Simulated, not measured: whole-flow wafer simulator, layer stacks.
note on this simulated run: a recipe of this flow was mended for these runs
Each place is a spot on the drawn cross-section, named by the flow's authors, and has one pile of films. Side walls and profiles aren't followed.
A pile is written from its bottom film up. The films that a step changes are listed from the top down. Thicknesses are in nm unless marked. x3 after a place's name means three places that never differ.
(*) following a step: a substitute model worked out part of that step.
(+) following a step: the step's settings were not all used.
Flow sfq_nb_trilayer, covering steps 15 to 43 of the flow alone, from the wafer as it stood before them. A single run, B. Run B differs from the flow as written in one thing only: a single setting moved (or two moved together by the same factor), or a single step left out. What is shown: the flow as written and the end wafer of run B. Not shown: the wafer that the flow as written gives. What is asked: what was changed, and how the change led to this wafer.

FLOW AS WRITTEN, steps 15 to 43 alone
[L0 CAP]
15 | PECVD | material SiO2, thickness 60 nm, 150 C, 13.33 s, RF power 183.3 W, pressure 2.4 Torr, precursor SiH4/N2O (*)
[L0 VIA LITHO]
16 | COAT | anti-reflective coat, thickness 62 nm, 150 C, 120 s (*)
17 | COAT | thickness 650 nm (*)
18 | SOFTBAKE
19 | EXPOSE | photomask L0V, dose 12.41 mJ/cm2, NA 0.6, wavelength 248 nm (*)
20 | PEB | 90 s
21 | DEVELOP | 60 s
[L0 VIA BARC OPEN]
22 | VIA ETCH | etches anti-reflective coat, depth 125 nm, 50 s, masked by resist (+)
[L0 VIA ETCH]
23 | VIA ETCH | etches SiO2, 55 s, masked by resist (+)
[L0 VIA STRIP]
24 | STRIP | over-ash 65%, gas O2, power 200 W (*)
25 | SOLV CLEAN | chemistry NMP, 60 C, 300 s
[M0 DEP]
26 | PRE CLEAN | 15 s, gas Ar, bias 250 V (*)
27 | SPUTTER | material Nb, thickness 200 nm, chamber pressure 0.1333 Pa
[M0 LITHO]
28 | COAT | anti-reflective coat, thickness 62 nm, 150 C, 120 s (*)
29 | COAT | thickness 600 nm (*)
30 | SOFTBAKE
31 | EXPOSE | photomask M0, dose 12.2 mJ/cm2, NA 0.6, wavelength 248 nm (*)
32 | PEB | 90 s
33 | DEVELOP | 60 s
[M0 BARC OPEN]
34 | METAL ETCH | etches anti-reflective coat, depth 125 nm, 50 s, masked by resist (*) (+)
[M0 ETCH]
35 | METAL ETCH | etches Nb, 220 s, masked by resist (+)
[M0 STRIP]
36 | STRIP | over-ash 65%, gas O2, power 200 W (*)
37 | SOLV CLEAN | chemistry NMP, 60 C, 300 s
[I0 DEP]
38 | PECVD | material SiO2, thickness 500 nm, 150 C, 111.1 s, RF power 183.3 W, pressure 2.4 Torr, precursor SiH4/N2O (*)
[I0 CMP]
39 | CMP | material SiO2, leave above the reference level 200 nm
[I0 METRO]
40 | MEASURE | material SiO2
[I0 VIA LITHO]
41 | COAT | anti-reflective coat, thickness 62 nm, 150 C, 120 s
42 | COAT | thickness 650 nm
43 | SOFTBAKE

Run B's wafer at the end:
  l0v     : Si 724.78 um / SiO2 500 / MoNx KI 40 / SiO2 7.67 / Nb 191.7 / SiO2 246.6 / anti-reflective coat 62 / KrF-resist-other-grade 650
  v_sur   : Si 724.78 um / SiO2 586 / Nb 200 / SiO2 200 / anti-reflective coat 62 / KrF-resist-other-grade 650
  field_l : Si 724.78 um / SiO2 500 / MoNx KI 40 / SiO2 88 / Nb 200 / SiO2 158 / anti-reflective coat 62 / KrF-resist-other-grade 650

What caused this: step 15, PECVD: thickness 93 nm was run, whereas the flow has thickness 60 nm; step 15, PECVD: 20.67 s was run, where the flow has 13.33 s.

How this came from the change, step by step:
  15 | PECVD | material SiO2, thickness 60 nm, 150 C, 13.33 s, RF power 183.3 W, pressure 2.4 Torr, precursor SiH4/N2O (*)
      v_sur, via_wl, via_w and 97 more: +93 SiO2 (as written it would have been: +60 SiO2)
      field_l, l0_sur, l0v, l0r_line_l, l0r_line_c, l0r_line_r: +93 SiO2 (new film) (as written it would have been: +60 SiO2 (new film))
  23 | VIA ETCH | etches SiO2, 55 s, masked by resist (+)
      l0v: -80 SiO2 (as written it would have been: -59.7 SiO2 (all of it), -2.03 MoNx KI)
  26 | PRE CLEAN | 15 s, gas Ar, bias 250 V (*)
      l0v: -5 SiO2 (as written it would have been: -2.91 MoNx KI)
  28 | COAT | anti-reflective coat, thickness 62 nm, 150 C, 120 s (*)
      ln_m6: +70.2 anti-reflective coat (new film) (as written it would have been: +67.9 anti-reflective coat (new film))
      lsp_r: +73.1 anti-reflective coat (new film) (as written it would have been: +71.1 anti-reflective coat (new film))
      (as well as at 2 more places)
  29 | COAT | thickness 600 nm (*)
      l0v: +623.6 KrF-resist-other-grade (new film) (as written it would have been: +609.5 KrF-resist-other-grade (new film))
  36 | STRIP | over-ash 65%, gas O2, power 200 W (*)
      ln_m6: -367.5 KrF-resist-other-grade (all of it), -70.2 anti-reflective coat (all of it) (as written it would have been: -369.9 KrF-resist-other-grade (all of it), -67.9 anti-reflective coat (all of it))
      lsp_r: -365.3 KrF-resist-other-grade (all of it), -73.1 anti-reflective coat (all of it) (as written it would have been: -368.6 KrF-resist-other-grade (all of it), -71.1 anti-reflective coat (all of it))
      (as well as at 2 more places)
  39 | CMP | material SiO2, leave above the reference level 200 nm
      l0v: -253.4 SiO2 (as written it would have been: -277.4 SiO2)
Taking metal films that touch as one body, l0v has 2 bodies (between them, from the top down: SiO2 7.67); the flow as written gives 1 body.
